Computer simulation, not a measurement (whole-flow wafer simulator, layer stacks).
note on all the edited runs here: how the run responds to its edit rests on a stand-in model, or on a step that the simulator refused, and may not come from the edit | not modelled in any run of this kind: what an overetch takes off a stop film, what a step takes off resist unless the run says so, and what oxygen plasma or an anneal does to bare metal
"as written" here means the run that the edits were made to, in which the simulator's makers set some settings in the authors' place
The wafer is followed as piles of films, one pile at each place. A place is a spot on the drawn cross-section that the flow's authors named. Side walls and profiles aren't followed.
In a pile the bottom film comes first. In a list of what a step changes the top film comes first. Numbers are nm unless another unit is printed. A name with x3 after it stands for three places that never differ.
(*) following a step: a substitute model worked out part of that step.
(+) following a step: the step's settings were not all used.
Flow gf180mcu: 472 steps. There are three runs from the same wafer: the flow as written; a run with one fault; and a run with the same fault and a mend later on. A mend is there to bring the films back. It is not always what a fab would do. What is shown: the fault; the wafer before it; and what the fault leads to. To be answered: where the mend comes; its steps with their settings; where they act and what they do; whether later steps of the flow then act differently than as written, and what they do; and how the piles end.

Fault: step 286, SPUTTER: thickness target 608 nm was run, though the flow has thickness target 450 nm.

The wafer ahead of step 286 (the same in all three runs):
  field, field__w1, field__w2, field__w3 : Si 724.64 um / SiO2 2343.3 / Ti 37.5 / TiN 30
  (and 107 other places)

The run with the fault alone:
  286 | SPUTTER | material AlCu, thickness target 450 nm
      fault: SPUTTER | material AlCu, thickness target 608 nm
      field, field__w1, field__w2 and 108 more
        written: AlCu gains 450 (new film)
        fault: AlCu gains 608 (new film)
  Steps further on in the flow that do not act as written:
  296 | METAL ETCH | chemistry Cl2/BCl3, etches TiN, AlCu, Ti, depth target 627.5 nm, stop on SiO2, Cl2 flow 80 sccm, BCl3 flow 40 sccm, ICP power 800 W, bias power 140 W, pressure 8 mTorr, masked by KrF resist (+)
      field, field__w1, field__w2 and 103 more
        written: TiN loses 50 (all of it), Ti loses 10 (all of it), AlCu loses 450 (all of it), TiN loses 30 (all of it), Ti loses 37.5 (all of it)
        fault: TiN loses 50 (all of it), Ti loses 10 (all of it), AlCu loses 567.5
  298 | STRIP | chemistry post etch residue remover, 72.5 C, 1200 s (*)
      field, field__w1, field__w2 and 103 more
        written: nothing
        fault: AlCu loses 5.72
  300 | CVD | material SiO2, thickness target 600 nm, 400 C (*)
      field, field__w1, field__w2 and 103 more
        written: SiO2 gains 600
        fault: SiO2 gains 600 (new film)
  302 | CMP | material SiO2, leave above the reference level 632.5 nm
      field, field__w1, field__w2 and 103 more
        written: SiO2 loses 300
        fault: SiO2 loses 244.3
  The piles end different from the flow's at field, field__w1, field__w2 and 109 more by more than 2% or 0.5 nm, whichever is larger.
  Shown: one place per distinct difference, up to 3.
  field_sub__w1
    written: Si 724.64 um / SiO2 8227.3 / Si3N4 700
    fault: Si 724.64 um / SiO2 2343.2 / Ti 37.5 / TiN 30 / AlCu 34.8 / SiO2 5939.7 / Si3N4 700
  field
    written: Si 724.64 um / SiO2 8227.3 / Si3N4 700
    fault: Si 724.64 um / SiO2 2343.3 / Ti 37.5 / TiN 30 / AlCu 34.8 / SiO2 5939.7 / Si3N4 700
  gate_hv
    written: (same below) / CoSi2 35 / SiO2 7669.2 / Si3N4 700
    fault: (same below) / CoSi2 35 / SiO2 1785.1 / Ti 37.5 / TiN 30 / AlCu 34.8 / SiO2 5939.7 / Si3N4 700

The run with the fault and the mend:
  After step 295 comes the mend.
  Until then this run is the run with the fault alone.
  296 | METAL ETCH | chemistry Cl2/BCl3, etches TiN, AlCu, Ti, depth target 785.5 nm, stop on SiO2, Cl2 flow 80 sccm, BCl3 flow 40 sccm, ICP power 800 W, bias power 140 W, pressure 8 mTorr, masked by KrF resist (+) (the flow's step 296, as written with depth target 627.5 nm)
      field, field__w1, field__w2 and 103 more
        TiN loses 50 (all of it), Ti loses 10 (all of it), AlCu loses 608 (all of it), TiN loses 30 (all of it), Ti loses 37.5 (all of it)
      field__w8, contact, m1, m1__w1, m1_nw
        KrF resist loses 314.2
  Steps further on in the flow that do not act as written:
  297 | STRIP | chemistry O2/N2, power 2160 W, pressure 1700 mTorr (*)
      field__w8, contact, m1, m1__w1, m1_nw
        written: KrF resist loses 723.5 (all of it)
        mend: KrF resist loses 660.3 (all of it)
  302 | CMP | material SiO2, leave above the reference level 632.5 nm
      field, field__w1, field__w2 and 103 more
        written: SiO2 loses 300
        mend: SiO2 loses 142
  The piles end different from the flow's at field__w4, field__w8, gate and 34 more by more than 2% or 0.5 nm, whichever is larger.
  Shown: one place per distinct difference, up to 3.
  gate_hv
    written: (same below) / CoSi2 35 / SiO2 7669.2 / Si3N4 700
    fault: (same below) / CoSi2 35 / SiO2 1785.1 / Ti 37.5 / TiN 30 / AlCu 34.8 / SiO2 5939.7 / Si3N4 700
    mend: (same below) / CoSi2 35 / SiO2 7827.2 / Si3N4 700
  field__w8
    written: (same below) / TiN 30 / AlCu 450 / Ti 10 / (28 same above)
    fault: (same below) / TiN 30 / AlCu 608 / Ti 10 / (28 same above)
    mend: (same below) / TiN 30 / AlCu 608 / Ti 10 / (28 same above)
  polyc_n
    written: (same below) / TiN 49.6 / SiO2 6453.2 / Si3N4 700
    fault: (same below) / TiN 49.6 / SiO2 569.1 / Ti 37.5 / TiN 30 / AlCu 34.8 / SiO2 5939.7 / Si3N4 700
    mend: (same below) / TiN 49.6 / SiO2 6611.2 / Si3N4 700
